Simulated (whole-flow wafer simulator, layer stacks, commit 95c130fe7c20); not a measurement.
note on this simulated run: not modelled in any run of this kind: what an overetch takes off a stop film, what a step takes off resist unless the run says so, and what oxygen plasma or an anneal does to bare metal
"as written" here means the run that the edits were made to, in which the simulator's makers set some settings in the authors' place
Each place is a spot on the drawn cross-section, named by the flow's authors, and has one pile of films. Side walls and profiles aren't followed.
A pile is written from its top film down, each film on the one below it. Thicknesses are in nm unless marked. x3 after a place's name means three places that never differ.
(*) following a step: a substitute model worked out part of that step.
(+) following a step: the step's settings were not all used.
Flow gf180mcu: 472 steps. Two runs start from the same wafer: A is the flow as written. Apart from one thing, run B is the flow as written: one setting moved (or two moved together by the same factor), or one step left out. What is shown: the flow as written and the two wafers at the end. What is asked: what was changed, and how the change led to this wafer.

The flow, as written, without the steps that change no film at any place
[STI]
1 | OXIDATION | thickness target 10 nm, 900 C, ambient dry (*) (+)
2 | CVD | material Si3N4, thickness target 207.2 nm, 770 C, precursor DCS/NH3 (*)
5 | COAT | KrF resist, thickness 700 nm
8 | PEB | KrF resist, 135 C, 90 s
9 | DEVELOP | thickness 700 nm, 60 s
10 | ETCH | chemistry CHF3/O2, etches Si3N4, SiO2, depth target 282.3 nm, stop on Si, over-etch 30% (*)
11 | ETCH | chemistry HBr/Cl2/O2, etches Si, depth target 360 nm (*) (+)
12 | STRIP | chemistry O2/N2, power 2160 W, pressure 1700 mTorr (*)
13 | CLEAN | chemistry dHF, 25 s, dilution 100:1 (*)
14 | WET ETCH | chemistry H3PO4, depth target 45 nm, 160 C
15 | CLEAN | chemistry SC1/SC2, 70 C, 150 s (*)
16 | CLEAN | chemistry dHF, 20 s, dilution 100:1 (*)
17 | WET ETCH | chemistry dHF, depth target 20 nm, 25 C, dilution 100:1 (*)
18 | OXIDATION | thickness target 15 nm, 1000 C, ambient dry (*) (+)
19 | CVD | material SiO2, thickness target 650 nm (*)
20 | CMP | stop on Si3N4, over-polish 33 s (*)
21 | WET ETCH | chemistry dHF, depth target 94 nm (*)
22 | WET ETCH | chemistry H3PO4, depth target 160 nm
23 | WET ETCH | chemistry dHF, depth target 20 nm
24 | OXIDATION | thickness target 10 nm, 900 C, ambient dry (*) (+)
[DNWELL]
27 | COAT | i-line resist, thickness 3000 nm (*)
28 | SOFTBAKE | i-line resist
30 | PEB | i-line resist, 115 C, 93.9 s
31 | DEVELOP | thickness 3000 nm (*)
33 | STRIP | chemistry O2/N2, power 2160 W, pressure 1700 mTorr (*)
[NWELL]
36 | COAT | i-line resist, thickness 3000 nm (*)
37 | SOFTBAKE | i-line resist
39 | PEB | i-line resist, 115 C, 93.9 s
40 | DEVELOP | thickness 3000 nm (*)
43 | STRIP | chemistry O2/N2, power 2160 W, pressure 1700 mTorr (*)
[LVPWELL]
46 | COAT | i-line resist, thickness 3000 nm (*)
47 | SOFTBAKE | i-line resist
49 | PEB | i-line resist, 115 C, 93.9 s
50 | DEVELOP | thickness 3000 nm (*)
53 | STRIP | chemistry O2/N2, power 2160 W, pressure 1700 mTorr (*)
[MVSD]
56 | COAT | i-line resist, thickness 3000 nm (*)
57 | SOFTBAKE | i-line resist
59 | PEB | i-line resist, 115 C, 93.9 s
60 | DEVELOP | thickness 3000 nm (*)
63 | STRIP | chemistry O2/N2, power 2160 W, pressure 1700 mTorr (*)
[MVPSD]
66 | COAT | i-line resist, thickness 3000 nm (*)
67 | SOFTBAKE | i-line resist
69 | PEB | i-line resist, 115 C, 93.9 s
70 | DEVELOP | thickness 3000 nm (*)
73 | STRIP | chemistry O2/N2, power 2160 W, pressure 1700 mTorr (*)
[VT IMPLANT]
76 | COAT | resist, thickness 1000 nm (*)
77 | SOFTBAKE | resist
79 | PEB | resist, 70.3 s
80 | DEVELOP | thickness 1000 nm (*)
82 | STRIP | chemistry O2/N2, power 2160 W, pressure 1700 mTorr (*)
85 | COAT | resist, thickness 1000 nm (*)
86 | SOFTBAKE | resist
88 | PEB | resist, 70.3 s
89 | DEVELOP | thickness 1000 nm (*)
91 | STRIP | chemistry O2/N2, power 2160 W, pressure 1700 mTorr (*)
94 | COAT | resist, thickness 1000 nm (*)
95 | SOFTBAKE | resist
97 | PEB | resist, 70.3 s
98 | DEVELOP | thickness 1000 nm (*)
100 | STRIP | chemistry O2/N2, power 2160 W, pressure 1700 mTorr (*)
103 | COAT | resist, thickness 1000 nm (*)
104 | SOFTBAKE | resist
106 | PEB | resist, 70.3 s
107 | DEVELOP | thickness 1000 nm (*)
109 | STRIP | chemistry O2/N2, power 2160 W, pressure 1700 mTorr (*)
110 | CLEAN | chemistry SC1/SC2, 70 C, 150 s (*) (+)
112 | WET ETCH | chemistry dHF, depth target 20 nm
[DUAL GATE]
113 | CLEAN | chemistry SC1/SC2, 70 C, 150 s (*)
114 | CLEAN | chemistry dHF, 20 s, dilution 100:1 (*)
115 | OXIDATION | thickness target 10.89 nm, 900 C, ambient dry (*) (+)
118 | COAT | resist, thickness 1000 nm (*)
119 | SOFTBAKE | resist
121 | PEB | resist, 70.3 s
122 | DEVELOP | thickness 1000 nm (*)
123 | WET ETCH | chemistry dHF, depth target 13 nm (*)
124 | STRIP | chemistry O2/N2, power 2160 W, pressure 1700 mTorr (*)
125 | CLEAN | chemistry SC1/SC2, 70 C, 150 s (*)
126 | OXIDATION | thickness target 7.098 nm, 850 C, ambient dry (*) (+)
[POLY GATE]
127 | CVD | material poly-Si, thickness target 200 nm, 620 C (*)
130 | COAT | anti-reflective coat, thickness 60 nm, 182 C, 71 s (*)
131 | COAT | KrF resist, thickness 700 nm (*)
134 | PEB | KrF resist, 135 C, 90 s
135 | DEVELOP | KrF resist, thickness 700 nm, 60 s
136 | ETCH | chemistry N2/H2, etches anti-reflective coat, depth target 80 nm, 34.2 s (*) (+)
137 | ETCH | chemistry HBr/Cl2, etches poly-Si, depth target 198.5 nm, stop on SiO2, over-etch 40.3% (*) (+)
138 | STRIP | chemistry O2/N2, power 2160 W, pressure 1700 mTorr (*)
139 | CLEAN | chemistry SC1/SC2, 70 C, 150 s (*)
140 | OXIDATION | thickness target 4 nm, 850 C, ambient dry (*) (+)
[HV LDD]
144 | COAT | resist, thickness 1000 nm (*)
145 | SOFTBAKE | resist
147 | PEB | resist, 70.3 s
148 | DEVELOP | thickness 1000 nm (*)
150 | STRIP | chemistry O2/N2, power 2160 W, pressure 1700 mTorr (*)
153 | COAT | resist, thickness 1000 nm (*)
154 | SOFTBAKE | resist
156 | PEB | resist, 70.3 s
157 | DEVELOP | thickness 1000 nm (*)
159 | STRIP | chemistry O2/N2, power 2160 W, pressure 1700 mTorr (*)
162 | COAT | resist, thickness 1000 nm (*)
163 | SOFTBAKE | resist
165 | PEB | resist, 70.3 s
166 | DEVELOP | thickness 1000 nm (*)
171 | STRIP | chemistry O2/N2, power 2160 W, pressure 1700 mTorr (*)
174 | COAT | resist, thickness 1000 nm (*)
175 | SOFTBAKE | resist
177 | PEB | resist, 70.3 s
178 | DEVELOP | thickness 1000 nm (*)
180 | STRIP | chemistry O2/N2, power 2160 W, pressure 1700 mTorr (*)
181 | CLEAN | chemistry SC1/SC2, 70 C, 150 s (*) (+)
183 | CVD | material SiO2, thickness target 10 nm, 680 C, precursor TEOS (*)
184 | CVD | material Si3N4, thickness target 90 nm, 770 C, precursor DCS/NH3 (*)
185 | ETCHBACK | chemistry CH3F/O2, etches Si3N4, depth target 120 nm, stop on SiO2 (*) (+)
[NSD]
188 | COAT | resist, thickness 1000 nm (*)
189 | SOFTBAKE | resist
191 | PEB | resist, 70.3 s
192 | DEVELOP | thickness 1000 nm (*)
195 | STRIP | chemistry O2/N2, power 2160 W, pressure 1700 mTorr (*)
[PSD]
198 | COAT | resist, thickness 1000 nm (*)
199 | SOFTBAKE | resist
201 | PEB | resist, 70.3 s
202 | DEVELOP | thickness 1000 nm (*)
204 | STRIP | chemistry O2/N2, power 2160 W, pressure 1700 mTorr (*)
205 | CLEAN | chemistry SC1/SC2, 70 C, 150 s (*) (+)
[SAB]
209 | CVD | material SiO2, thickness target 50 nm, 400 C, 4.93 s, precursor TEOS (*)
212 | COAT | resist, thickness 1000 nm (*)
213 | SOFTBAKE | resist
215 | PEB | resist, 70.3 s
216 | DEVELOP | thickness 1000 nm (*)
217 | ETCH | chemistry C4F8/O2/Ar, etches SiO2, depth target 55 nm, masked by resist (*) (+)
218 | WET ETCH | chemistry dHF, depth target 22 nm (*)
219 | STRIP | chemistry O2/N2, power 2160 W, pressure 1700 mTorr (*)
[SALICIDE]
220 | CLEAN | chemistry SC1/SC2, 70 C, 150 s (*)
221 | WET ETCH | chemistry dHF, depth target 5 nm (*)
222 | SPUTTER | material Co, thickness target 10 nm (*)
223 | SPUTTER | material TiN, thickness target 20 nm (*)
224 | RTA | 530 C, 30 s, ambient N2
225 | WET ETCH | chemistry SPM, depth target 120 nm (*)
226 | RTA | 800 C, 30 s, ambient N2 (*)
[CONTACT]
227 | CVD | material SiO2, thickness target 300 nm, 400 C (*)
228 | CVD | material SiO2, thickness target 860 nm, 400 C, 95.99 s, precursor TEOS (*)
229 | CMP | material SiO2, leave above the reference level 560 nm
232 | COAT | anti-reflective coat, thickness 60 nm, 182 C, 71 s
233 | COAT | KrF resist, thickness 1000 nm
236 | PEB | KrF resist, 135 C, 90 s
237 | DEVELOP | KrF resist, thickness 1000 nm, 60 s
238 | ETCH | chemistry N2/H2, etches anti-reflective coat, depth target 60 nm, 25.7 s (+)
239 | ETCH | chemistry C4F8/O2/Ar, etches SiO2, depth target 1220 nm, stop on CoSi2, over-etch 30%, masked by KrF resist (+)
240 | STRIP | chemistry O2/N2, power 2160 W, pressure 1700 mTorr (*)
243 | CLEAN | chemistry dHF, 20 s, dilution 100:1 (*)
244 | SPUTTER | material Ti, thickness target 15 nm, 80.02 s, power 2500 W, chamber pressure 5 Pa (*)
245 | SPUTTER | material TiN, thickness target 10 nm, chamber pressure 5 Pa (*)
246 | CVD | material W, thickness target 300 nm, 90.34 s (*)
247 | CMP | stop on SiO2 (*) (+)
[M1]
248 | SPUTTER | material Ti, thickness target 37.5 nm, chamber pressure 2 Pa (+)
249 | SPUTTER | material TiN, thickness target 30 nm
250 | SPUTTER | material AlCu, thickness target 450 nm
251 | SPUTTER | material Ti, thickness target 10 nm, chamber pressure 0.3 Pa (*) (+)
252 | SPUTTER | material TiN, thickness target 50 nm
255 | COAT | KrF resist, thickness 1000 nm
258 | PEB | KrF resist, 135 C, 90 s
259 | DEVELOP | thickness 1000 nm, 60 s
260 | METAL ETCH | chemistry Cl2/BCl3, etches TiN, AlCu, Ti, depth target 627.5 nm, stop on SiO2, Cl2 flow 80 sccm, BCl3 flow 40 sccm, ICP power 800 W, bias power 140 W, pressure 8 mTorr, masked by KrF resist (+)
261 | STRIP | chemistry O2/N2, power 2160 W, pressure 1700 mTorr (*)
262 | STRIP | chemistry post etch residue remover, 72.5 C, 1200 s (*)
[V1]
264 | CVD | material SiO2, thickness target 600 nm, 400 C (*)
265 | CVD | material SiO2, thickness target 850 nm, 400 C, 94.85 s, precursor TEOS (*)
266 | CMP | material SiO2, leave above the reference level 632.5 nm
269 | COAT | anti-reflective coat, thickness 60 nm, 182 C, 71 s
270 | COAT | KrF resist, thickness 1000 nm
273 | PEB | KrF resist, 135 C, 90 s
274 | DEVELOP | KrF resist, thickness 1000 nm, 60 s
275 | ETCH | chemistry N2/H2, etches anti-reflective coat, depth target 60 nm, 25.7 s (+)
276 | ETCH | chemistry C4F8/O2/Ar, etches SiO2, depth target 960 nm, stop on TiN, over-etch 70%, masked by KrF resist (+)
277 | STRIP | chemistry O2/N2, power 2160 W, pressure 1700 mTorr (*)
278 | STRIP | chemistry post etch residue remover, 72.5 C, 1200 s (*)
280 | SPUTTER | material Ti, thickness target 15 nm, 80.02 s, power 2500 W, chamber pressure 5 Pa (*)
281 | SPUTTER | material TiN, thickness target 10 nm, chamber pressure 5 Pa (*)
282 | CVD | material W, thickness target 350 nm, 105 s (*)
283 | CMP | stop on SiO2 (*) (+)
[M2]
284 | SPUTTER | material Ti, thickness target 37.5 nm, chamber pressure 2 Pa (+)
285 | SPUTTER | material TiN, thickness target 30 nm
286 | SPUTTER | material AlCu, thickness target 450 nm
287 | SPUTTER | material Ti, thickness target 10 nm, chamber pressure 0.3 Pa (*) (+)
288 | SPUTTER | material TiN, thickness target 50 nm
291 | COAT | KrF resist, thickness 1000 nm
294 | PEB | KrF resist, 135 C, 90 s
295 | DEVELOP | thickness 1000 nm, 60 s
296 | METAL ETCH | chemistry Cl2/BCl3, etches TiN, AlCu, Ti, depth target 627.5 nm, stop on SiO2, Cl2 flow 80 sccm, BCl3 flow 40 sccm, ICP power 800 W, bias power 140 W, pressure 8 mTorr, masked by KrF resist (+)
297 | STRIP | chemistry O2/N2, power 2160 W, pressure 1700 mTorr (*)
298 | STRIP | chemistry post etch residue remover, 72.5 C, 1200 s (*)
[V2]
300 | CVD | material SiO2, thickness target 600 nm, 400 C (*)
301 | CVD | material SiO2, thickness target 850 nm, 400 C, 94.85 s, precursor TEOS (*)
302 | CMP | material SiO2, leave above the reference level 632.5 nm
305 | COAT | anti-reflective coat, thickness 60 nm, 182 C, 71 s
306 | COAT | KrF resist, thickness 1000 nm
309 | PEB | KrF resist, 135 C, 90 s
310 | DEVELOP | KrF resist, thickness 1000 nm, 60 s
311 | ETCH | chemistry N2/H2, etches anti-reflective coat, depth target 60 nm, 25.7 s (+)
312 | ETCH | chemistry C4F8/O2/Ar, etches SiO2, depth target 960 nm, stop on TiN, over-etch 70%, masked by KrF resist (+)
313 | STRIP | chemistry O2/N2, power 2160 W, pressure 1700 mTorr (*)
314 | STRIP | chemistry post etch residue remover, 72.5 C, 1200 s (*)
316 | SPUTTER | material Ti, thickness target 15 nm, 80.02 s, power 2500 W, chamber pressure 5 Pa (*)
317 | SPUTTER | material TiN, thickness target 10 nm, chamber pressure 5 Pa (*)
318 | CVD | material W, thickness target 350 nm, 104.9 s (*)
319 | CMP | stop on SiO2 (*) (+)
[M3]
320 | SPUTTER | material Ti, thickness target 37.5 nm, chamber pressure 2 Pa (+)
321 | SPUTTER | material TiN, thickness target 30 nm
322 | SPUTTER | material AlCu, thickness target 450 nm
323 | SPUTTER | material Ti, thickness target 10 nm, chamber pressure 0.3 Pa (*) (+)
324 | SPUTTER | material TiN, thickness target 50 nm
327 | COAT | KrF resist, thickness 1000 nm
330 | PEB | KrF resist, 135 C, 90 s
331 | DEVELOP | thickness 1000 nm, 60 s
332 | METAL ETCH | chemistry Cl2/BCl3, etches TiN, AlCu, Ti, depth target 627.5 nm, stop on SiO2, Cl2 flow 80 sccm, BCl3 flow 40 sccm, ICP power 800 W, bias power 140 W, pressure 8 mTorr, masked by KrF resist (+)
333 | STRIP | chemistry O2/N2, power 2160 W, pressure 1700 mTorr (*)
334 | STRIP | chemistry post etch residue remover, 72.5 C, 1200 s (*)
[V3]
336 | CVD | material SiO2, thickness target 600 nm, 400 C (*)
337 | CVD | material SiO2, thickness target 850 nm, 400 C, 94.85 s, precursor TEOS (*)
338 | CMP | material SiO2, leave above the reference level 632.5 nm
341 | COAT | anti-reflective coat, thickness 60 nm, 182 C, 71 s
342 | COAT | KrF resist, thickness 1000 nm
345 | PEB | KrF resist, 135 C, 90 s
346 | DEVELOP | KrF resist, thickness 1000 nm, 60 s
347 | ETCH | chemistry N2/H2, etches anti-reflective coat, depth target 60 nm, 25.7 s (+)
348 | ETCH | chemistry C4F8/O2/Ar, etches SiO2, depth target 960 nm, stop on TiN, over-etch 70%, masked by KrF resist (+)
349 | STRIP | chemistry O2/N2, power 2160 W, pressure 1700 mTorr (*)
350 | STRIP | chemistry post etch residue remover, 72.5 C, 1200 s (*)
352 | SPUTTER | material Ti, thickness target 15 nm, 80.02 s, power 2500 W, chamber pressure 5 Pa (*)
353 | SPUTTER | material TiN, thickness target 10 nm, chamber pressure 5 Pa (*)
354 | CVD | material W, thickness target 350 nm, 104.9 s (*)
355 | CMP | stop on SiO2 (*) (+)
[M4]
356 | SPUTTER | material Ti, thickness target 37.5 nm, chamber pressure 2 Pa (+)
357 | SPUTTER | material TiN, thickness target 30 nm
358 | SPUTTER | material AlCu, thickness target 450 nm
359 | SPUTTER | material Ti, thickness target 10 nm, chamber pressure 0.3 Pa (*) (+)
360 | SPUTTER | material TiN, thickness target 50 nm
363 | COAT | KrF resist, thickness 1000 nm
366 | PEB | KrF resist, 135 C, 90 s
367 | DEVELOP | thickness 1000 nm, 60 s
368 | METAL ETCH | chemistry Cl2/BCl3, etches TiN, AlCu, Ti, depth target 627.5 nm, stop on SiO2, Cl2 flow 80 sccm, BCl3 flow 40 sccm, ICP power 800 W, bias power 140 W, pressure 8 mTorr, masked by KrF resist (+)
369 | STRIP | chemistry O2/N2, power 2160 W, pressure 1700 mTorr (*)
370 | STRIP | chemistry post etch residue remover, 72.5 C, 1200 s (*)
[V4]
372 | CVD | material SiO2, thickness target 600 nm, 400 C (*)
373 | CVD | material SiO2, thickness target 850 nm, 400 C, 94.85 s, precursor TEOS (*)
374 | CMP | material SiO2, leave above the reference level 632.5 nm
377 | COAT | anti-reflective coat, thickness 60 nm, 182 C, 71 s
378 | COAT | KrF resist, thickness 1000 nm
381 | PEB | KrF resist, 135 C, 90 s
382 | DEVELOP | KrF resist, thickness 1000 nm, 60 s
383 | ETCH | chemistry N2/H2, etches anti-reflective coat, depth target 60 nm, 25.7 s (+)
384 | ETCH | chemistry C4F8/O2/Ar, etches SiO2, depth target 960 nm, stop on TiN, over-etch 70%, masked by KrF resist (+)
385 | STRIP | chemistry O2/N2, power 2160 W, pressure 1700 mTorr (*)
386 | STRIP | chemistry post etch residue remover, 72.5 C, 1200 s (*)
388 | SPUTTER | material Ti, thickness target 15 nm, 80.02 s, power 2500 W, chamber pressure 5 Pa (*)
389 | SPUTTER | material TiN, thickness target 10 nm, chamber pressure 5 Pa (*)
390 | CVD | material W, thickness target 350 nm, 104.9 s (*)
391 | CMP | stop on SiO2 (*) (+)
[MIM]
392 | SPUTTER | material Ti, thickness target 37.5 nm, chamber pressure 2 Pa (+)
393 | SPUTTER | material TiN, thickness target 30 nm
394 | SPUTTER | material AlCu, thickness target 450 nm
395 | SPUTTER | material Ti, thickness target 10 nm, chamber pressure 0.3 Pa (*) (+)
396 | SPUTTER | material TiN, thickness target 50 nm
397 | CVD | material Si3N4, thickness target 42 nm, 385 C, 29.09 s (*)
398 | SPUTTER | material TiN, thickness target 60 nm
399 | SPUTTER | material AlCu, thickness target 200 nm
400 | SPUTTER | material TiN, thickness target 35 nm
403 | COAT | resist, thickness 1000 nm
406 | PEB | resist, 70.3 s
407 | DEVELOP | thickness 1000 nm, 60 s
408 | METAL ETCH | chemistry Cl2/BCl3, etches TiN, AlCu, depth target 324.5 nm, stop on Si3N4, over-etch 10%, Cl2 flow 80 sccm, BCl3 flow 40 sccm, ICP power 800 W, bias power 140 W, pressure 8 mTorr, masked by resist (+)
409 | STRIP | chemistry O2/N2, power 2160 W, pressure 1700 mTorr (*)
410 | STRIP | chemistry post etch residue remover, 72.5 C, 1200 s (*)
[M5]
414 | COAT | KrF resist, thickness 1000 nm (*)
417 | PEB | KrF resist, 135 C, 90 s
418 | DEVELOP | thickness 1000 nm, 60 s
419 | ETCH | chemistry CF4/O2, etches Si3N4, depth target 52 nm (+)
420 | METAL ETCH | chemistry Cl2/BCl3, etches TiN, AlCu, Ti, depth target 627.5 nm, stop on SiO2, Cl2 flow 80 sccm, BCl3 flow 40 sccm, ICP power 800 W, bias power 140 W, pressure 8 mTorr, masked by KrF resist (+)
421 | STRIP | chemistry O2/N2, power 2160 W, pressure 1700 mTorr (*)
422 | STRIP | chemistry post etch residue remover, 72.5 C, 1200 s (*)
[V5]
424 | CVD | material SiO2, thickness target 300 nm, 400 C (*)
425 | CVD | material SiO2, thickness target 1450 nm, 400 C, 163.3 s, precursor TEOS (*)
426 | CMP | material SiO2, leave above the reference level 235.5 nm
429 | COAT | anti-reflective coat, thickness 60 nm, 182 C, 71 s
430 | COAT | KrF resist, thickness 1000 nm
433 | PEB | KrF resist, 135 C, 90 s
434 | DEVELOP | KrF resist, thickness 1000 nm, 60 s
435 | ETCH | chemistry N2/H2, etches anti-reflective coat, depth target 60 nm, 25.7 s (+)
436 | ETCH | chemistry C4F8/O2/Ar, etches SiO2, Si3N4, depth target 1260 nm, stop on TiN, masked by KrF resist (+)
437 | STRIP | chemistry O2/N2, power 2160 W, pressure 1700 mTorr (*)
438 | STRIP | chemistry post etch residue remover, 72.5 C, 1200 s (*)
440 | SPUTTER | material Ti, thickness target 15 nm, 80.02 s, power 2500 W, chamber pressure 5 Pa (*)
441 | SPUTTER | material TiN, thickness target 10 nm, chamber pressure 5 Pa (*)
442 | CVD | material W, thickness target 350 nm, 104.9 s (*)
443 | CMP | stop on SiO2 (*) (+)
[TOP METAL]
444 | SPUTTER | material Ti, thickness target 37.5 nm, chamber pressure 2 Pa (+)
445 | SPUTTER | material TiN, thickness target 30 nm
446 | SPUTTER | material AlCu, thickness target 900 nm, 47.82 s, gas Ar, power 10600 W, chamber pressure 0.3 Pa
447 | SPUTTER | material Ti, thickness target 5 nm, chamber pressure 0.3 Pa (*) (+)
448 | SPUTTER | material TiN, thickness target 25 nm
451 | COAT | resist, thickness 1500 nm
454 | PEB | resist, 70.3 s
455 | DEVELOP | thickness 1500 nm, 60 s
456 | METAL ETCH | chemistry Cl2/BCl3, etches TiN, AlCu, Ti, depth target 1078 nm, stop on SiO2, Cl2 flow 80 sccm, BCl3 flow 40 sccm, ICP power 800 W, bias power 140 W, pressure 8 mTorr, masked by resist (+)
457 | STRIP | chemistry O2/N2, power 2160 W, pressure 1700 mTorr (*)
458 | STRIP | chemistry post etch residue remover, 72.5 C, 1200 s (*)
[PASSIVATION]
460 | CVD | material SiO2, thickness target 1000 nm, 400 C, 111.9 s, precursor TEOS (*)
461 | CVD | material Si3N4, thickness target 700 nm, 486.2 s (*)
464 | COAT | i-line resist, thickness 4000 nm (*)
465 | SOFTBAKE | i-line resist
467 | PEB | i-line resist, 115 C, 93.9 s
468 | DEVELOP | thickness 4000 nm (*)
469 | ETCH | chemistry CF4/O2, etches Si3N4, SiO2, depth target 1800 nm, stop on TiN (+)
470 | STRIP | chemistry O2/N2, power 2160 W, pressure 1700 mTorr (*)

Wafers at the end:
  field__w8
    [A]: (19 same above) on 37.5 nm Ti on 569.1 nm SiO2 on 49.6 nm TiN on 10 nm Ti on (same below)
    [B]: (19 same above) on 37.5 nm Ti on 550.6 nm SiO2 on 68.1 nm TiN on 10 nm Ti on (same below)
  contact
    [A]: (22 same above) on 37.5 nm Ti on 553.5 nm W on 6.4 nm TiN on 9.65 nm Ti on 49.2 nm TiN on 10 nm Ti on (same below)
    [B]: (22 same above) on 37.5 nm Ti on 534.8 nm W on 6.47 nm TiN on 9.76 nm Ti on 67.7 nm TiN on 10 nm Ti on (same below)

The reason: step 324, SPUTTER: thickness target 68.5 nm was run, though the flow has thickness target 50 nm.

The path from the change to this, step by step:
  324 | SPUTTER | material TiN, thickness target 50 nm
      field, field__w1, field__w2 and 108 more: A +50 TiN (new film) | B +68.5 TiN (new film)
  332 | METAL ETCH | chemistry Cl2/BCl3, etches TiN, AlCu, Ti, depth target 627.5 nm, stop on SiO2, Cl2 flow 80 sccm, BCl3 flow 40 sccm, ICP power 800 W, bias power 140 W, pressure 8 mTorr, masked by KrF resist (+)
      field, field__w1, field__w2 and 103 more: A -50 TiN (all of it), -10 Ti (all of it), -450 AlCu (all of it), -30 TiN (all of it), -37.5 Ti (all of it) | B -68.5 TiN (all of it), -10 Ti (all of it), -450 AlCu (all of it), -30 TiN (all of it), -37.5 Ti (all of it)
  338 | CMP | material SiO2, leave above the reference level 632.5 nm
      field__w8, contact, m1, m1__w1, m1_nw: A -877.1 SiO2 | B -895.6 SiO2
  348 | ETCH | chemistry C4F8/O2/Ar, etches SiO2, depth target 960 nm, stop on TiN, over-etch 70%, masked by KrF resist (+)
      contact: A -572.5 SiO2 (all of it) | B -554 SiO2 (all of it)
  354 | CVD | material W, thickness target 350 nm, 104.9 s (*)
      contact: A +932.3 W (new film) | B +913.6 W (new film)
